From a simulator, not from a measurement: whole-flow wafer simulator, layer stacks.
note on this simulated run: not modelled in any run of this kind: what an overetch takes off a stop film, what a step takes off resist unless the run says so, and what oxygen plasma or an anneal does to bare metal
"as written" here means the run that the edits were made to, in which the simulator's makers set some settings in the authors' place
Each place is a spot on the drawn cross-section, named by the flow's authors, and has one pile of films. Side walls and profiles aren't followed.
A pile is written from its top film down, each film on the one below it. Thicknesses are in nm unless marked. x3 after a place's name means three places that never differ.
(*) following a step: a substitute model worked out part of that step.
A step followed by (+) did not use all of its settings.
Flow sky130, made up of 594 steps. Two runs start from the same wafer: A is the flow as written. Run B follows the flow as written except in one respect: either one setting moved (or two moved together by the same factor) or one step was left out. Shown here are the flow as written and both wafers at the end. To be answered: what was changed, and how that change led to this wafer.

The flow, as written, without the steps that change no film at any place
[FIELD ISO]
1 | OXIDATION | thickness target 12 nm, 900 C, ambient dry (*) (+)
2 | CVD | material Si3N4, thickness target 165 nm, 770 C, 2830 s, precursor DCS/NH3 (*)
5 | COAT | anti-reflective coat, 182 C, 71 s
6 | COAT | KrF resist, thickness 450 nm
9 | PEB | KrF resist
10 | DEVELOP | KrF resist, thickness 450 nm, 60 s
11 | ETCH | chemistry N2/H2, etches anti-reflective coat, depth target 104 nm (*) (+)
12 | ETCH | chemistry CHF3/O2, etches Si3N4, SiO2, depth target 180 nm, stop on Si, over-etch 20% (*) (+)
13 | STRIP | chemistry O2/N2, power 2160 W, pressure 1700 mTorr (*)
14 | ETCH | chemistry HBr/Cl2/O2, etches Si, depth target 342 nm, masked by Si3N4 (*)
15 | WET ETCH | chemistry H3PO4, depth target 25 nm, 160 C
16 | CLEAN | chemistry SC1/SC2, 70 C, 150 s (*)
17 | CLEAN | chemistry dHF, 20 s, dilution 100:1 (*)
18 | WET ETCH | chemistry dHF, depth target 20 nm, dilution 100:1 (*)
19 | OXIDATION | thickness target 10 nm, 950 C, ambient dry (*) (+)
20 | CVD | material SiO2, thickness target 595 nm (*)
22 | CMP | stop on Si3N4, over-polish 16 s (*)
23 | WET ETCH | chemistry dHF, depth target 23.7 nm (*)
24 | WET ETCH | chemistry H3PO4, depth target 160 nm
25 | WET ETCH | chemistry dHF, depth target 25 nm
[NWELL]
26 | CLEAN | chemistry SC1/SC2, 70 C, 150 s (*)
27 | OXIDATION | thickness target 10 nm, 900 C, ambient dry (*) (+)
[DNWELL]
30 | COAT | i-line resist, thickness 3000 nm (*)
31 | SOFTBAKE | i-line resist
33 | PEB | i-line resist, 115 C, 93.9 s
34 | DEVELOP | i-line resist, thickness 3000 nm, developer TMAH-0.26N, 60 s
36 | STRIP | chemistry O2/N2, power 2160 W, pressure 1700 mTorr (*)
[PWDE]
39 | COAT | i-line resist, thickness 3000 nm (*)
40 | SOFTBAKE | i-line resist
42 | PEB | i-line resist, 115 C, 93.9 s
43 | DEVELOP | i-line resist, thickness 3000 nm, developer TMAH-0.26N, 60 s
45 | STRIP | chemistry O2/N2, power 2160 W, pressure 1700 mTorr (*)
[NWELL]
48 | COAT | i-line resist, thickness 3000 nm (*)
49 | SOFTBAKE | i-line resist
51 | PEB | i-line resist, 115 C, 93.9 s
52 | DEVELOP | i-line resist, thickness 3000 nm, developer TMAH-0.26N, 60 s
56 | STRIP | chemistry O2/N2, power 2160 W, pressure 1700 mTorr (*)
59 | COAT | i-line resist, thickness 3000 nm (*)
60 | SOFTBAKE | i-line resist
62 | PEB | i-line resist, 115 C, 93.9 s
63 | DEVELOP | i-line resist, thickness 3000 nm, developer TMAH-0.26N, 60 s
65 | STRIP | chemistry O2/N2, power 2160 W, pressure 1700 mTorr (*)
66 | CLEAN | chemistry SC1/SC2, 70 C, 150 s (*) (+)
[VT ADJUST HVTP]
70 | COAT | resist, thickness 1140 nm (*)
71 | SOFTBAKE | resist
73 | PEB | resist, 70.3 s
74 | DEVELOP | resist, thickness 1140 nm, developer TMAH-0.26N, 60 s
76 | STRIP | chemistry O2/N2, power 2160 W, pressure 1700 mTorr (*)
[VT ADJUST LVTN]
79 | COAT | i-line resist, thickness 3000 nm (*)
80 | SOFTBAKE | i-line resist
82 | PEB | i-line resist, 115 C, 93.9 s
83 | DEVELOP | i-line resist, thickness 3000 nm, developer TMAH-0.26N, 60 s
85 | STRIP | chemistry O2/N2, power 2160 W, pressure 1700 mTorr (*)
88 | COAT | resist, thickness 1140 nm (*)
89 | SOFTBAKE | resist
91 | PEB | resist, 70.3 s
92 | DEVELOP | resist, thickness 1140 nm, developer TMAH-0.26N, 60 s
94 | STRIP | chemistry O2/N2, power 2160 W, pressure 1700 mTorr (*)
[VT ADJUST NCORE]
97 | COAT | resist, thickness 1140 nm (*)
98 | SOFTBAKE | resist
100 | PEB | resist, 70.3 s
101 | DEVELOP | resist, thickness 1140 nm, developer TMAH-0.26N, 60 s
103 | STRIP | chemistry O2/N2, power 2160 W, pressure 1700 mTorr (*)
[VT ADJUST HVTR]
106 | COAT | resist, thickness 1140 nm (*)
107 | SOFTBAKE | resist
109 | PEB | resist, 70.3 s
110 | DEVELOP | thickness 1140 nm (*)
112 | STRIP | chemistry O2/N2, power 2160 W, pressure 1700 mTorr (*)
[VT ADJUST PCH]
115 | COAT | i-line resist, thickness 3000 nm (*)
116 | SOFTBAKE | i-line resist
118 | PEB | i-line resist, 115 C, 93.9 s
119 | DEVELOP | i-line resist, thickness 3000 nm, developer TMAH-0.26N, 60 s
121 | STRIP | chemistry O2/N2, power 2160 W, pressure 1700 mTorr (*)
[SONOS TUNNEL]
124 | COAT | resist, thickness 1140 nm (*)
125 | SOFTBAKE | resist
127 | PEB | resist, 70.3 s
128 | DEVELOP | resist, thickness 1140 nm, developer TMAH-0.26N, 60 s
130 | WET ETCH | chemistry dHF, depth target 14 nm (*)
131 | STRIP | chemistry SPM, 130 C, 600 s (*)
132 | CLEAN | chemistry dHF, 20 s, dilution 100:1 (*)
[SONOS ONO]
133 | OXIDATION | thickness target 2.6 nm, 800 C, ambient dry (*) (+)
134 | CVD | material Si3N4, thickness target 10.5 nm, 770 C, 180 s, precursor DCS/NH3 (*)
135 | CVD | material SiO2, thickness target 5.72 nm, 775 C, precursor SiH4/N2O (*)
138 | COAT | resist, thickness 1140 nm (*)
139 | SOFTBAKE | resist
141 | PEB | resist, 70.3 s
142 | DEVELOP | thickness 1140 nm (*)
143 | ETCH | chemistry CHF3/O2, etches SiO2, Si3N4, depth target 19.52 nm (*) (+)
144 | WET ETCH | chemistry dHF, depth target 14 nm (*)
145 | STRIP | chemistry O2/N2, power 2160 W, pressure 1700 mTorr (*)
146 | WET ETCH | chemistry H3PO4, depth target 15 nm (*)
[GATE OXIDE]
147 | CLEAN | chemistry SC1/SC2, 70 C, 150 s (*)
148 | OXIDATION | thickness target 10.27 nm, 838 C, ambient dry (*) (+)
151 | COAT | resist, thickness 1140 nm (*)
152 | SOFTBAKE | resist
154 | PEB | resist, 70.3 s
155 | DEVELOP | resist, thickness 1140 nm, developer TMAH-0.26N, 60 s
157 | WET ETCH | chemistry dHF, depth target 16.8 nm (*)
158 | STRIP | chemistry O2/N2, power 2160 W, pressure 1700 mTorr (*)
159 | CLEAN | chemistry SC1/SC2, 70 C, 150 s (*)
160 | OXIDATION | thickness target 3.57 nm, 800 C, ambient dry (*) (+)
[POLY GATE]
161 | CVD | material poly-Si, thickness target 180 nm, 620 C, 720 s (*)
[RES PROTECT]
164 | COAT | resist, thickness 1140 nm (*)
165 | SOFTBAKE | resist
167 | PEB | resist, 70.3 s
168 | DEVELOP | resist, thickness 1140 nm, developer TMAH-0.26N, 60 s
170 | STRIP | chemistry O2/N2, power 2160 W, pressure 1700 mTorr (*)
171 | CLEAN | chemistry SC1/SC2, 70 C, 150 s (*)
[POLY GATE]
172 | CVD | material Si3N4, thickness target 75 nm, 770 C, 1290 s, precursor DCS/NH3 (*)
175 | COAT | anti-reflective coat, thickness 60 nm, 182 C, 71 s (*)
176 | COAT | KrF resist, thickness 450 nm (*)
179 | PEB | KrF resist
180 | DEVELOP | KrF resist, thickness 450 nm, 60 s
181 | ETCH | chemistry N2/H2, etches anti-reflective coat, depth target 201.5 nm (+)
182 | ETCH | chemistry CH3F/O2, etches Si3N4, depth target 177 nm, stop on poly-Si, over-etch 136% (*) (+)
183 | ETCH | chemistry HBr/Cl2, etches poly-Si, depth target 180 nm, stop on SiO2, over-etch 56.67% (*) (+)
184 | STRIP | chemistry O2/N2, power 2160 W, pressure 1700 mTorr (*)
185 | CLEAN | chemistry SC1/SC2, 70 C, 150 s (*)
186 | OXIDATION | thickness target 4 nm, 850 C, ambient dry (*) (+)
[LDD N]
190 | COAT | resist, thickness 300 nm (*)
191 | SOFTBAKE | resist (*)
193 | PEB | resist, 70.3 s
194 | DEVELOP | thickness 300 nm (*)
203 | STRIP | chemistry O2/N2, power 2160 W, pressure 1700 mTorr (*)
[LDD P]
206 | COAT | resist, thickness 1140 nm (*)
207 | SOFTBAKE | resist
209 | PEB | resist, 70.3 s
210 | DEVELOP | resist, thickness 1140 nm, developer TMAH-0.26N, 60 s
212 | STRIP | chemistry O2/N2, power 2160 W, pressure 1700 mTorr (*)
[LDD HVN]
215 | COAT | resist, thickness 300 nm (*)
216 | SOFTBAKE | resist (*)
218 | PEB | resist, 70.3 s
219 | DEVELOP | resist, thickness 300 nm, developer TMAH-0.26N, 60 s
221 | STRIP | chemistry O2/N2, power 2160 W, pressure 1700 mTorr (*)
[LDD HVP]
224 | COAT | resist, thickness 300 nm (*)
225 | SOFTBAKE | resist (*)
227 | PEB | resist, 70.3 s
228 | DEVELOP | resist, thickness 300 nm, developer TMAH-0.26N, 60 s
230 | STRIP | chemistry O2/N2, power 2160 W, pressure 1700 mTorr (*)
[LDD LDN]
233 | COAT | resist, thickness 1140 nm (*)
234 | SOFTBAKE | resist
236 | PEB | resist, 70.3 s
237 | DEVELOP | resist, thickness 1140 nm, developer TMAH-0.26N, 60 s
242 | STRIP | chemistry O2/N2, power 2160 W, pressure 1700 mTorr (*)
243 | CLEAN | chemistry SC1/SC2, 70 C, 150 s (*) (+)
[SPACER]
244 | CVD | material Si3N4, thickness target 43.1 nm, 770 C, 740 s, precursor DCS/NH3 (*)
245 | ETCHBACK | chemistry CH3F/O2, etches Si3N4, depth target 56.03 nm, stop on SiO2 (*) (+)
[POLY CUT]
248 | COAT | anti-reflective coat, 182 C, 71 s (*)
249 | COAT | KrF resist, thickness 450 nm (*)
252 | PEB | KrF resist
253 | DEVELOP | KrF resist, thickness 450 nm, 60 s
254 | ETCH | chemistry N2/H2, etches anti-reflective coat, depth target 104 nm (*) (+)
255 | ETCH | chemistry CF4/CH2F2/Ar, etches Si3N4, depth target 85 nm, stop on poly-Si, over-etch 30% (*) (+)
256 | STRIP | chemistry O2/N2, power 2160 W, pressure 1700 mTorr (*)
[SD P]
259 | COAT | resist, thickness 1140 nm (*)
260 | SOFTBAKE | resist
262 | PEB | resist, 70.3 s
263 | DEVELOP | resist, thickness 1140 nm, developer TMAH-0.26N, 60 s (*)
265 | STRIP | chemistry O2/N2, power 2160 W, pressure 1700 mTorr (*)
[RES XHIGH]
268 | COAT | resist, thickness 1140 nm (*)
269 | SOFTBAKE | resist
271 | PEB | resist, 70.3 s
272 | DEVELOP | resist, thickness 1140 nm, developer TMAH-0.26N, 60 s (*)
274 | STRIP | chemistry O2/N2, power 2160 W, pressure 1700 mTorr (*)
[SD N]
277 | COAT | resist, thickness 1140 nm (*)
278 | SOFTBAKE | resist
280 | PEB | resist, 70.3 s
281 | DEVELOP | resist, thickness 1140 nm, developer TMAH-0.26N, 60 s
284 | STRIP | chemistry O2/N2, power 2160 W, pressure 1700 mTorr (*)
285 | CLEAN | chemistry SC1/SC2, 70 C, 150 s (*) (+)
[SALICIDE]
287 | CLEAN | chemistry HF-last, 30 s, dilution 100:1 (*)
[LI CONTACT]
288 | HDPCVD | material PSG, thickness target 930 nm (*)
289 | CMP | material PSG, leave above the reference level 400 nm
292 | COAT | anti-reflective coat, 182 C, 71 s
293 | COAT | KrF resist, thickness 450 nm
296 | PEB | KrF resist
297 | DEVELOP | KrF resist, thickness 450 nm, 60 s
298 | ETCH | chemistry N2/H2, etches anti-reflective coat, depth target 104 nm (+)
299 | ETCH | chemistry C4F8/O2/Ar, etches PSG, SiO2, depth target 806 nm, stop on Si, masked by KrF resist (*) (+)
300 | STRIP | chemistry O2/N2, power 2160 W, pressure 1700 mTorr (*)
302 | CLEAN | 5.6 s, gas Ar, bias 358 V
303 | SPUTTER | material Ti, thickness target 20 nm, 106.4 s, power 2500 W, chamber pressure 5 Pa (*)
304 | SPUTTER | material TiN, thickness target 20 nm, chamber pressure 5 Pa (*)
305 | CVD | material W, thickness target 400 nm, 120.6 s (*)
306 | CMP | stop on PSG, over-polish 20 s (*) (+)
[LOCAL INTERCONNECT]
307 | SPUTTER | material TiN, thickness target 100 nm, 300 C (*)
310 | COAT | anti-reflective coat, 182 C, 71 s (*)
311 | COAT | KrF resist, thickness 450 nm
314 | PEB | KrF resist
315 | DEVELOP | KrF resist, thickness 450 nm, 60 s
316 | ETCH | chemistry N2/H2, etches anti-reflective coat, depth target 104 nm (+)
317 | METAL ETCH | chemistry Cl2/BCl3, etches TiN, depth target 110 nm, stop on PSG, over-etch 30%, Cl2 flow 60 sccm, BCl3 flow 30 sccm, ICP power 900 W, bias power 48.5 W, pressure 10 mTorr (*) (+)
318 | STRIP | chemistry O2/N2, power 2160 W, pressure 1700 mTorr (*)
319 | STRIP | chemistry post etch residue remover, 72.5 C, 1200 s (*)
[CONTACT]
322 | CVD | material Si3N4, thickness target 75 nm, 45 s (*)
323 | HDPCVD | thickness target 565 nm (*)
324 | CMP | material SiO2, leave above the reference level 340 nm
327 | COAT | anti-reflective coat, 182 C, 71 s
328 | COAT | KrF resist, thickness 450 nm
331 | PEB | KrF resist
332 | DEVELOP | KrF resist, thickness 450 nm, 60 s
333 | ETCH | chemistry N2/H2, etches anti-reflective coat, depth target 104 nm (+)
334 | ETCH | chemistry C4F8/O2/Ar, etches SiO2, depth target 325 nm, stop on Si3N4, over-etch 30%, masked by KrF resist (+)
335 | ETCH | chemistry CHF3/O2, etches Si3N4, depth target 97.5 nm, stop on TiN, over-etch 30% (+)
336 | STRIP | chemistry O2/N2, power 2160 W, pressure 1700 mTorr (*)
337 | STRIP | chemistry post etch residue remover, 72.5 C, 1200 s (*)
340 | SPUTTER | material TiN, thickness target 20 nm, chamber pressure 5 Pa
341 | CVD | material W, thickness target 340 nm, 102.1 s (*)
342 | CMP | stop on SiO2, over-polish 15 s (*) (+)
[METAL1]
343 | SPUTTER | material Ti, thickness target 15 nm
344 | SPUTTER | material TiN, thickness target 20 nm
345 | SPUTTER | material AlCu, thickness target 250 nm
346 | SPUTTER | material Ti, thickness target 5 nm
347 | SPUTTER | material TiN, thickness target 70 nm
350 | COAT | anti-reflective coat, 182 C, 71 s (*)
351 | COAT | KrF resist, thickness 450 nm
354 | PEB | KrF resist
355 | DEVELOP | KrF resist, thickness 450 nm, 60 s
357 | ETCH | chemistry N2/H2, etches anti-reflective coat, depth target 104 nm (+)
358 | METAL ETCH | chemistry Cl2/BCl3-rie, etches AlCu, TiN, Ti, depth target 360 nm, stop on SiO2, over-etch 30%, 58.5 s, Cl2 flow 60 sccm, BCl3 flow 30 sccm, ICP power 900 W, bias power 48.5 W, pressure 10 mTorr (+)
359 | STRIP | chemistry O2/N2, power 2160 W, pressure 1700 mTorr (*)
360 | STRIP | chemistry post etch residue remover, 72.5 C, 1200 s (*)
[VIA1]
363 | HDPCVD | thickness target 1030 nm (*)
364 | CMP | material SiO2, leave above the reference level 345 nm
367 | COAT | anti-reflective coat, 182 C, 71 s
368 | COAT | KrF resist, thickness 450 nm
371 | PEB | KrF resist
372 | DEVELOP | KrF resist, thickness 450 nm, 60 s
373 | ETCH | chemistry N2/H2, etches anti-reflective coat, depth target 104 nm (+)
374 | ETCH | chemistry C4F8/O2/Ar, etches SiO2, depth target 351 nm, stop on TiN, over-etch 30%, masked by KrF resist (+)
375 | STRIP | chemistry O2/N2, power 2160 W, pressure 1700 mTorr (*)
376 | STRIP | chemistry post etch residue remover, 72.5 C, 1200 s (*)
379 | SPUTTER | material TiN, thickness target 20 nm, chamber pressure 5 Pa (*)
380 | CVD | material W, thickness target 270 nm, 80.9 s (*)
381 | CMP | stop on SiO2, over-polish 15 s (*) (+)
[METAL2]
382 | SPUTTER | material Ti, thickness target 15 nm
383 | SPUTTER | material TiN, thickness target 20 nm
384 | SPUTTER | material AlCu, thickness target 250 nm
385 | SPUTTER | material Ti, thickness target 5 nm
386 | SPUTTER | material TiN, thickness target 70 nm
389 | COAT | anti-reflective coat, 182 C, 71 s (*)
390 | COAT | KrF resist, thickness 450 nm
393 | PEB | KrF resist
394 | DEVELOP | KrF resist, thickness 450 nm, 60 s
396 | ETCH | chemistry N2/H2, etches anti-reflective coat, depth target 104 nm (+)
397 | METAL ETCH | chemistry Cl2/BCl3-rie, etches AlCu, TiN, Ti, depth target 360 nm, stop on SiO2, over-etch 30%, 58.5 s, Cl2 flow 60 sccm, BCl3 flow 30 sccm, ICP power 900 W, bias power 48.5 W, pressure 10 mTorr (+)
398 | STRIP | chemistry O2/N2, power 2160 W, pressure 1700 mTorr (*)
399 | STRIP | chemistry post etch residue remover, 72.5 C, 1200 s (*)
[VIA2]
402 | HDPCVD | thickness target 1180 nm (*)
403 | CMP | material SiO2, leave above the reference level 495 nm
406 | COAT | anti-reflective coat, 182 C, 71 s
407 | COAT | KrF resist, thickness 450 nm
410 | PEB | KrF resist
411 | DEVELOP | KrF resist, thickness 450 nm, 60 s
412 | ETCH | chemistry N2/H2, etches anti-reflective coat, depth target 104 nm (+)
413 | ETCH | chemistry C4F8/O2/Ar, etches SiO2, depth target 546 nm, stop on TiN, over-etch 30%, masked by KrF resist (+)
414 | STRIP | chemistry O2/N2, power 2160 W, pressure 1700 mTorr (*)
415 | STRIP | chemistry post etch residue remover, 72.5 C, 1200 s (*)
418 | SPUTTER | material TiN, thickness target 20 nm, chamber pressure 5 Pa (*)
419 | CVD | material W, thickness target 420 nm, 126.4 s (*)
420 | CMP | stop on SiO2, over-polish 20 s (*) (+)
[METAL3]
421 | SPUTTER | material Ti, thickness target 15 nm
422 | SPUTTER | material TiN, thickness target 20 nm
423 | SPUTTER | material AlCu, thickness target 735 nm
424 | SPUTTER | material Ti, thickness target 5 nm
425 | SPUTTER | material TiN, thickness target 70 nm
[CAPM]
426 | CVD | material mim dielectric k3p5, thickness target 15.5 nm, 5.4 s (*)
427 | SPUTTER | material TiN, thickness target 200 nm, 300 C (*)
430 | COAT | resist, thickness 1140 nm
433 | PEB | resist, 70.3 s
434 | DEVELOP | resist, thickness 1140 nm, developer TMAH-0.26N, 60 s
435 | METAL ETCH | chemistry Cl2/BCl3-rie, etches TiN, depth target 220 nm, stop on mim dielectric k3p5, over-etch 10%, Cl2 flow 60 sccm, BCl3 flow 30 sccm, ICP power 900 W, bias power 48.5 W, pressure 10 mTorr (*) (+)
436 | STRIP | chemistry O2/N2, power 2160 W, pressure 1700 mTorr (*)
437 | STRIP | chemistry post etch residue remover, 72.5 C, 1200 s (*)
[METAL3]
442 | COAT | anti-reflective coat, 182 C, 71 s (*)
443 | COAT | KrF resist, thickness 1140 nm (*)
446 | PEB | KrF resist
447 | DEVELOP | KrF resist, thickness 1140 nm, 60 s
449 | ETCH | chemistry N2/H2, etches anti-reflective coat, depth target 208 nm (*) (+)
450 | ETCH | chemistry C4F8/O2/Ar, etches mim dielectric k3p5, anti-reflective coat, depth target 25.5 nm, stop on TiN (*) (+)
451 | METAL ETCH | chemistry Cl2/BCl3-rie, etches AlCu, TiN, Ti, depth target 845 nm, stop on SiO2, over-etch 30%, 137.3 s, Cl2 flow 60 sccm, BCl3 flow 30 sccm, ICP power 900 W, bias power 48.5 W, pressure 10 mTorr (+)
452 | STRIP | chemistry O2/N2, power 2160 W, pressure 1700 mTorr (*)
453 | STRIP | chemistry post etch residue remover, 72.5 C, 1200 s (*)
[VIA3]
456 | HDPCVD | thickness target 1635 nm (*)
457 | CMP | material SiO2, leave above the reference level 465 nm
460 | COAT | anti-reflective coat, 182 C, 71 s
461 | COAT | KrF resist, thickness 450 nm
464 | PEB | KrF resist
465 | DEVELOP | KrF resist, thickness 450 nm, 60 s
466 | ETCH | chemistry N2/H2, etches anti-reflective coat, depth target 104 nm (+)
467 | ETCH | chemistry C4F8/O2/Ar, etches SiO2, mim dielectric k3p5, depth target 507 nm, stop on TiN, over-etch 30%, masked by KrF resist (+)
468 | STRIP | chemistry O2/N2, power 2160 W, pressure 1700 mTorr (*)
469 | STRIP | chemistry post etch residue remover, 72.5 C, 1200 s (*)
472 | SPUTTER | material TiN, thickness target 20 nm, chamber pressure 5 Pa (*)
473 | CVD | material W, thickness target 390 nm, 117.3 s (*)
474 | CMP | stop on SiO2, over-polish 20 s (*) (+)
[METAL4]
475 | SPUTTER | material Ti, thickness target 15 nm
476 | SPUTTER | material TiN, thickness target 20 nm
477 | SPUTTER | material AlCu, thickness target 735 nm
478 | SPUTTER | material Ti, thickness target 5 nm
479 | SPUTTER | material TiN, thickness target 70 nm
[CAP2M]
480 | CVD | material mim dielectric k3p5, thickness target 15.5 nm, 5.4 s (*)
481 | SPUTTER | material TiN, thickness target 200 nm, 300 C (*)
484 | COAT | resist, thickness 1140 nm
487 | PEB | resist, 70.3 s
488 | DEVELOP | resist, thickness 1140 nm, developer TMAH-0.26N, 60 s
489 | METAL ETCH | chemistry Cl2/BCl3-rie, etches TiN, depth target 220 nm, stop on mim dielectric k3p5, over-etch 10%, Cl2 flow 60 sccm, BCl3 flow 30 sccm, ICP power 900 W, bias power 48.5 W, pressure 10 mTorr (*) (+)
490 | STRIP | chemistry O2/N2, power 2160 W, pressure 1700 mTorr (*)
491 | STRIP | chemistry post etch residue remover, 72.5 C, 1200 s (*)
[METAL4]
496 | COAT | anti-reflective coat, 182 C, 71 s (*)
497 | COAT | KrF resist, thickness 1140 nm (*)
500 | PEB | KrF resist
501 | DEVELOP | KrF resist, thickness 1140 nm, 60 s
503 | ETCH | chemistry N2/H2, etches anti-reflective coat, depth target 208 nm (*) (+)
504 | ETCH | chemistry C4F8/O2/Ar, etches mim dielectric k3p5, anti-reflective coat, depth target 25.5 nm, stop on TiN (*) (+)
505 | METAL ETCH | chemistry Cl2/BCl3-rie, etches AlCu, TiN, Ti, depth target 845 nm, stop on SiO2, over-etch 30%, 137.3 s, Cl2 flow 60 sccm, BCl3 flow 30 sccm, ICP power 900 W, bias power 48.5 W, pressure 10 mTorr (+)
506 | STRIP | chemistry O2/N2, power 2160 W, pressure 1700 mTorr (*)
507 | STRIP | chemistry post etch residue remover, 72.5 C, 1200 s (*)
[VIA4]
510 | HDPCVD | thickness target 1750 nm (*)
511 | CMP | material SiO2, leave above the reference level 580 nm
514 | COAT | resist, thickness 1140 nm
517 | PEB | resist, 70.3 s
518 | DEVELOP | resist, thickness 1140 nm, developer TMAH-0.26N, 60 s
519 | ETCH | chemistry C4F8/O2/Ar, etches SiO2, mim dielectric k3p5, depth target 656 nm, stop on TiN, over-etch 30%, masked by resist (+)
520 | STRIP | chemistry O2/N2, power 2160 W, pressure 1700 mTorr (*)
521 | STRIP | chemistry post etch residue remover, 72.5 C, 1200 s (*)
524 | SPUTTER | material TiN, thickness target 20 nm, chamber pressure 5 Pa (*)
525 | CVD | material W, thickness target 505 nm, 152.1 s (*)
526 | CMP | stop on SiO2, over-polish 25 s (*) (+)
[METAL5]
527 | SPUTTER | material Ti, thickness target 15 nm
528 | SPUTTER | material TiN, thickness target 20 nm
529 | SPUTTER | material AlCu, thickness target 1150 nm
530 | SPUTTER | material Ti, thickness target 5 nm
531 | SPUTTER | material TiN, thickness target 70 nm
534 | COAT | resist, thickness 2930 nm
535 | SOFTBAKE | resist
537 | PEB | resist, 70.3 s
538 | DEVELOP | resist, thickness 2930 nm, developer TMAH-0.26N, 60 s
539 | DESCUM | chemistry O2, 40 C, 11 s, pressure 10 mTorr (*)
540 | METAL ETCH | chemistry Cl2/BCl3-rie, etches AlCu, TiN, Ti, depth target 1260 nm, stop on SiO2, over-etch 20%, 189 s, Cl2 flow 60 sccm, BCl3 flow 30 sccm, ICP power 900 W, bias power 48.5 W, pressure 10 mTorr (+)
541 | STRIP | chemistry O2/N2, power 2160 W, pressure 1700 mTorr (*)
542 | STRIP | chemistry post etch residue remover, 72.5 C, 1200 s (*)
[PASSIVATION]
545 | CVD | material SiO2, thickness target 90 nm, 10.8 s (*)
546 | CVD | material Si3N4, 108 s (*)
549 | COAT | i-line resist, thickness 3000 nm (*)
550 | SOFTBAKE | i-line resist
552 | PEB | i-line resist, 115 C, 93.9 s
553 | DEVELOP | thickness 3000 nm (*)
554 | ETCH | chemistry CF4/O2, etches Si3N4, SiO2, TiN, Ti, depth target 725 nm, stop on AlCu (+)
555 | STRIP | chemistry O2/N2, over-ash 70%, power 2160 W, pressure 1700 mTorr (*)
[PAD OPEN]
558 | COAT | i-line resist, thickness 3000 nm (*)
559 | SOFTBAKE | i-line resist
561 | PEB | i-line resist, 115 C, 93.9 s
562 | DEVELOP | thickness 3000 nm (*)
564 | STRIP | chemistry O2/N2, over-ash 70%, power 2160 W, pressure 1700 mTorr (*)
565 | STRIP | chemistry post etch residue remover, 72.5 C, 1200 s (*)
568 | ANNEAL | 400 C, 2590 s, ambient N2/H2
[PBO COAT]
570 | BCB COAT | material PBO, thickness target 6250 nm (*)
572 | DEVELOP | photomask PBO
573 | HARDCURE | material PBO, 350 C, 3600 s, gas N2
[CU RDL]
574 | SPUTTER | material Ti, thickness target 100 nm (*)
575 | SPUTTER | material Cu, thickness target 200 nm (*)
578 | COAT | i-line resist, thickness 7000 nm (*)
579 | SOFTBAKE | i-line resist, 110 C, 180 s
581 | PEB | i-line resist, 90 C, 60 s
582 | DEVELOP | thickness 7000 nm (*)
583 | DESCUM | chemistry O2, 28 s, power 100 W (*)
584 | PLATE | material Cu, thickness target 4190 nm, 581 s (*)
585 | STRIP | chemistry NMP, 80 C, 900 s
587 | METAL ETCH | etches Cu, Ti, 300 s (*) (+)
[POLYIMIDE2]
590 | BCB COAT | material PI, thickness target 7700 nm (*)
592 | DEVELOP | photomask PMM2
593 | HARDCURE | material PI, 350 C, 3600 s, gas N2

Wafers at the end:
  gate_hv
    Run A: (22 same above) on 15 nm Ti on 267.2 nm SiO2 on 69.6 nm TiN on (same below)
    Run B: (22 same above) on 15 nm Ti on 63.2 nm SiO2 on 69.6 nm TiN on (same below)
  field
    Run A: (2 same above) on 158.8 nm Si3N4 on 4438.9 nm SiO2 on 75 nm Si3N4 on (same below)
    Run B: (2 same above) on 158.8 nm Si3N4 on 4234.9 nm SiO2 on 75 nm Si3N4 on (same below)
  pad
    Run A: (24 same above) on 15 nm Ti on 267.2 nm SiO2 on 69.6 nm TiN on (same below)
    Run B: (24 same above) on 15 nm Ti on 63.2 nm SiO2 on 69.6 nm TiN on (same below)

The reason: step 364, CMP: leave above the reference level 141 nm was run, though the flow has leave above the reference level 345 nm.

Step by step, how the change led to this:
  364 | CMP | material SiO2, leave above the reference level 345 nm
      n_well, p_well, gate_hv and 100 more: A SiO2 loses 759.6 | B SiO2 loses 963.6
      field, active, gate and 81 more: A SiO2 loses 389.1 | B SiO2 loses 593.1
      (also at 4 further places)
  374 | ETCH | chemistry C4F8/O2/Ar, etches SiO2, depth target 351 nm, stop on TiN, over-etch 30%, masked by KrF resist (+)
      field, active, n_well and 186 more: A KrF resist loses 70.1 | B KrF resist loses 17.1
      m1, via1_hole: A SiO2 loses 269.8 (all of it) | B SiO2 loses 65.8 (all of it)
  375 | STRIP | chemistry O2/N2, power 2160 W, pressure 1700 mTorr (*)
      field, active, n_well and 186 more: A KrF resist loses 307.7 (all of it), anti-reflective coat loses 80 (all of it) | B KrF resist loses 360.7 (all of it), anti-reflective coat loses 80 (all of it)
  379 | SPUTTER | material TiN, thickness target 20 nm, chamber pressure 5 Pa (*)
      m1: A TiN gains 11 | B TiN gains 16.3
      via1_hole: A TiN gains 10.9 | B TiN gains 16.3
  380 | CVD | material W, thickness target 270 nm, 80.9 s (*)
      m1: A W gains 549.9 (new film) | B W gains 329.9 (new film)
      via1_hole: A W gains 549.9 (new film) | B W gains 330.1 (new film)
  381 | CMP | stop on SiO2, over-polish 15 s (*) (+)
      m1: A W loses 293.6 | B W loses 283
      via1_hole: A W loses 293.6 | B W loses 283.1
